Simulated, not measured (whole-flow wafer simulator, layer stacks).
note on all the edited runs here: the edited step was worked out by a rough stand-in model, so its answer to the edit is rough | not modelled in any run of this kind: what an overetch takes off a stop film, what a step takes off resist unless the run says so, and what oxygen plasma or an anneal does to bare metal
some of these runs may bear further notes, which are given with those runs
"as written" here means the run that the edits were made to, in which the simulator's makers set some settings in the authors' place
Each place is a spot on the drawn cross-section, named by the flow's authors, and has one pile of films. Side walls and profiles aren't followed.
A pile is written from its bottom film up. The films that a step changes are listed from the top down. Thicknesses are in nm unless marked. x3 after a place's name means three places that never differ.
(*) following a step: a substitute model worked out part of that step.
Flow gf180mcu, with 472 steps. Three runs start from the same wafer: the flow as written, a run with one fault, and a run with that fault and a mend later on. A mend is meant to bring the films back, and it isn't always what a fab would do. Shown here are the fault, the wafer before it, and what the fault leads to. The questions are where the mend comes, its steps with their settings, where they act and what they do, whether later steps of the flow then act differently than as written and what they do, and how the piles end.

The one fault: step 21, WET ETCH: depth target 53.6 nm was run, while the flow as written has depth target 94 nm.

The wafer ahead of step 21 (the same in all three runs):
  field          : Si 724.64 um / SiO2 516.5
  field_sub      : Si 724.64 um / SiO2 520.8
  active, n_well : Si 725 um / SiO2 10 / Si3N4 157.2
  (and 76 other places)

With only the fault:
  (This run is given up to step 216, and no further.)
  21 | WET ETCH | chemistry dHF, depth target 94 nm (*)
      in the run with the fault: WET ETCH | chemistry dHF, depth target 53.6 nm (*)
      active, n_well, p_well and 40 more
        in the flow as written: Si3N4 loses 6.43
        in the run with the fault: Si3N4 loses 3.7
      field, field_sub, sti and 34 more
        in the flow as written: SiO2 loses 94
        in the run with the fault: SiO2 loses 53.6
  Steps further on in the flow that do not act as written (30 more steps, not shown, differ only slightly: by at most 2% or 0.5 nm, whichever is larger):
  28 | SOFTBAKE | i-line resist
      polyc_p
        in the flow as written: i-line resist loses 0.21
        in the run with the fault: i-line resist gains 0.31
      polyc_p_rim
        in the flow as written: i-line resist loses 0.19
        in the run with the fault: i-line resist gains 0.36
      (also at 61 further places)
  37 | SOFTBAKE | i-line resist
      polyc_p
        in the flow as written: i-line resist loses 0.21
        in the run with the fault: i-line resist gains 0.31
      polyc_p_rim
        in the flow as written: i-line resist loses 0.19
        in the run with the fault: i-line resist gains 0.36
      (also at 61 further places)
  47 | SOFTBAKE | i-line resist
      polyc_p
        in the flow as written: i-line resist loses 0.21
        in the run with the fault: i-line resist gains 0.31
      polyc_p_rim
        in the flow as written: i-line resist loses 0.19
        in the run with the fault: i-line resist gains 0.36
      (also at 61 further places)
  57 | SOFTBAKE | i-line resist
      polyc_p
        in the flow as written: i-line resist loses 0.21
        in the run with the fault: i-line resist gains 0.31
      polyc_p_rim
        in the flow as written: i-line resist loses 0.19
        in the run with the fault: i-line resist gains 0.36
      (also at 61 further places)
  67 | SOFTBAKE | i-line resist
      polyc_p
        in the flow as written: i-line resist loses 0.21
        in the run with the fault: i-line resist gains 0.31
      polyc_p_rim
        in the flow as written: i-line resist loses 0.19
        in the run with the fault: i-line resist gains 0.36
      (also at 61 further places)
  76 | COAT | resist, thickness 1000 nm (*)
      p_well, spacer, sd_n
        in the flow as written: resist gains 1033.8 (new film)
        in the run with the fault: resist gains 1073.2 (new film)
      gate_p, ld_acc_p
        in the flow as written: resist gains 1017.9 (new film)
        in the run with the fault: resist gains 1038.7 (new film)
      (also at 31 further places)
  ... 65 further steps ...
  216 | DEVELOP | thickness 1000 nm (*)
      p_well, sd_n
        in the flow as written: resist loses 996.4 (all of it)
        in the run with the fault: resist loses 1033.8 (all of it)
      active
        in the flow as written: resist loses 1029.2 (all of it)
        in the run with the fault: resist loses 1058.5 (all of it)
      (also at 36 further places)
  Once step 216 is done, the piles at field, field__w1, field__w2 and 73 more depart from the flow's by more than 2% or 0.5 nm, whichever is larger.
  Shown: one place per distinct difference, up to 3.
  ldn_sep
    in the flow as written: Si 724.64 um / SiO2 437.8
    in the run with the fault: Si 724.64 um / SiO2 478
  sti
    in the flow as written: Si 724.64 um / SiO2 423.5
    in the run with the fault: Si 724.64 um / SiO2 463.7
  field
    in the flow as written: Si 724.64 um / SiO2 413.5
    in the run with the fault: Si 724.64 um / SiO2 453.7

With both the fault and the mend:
  After step 21 comes the mend.
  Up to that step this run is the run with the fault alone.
  21a | WET ETCH | chemistry dHF, depth target 40.4 nm (the flow's step 21, run once more with other settings)
      field, field_sub, sti and 34 more
        SiO2 loses 40.4
  Every later step of the flow that is run acts as written, at every place that is followed, to within 2% or 0.5 nm, whichever is larger.
  The piles end the same as the flow's at every place that both follow.
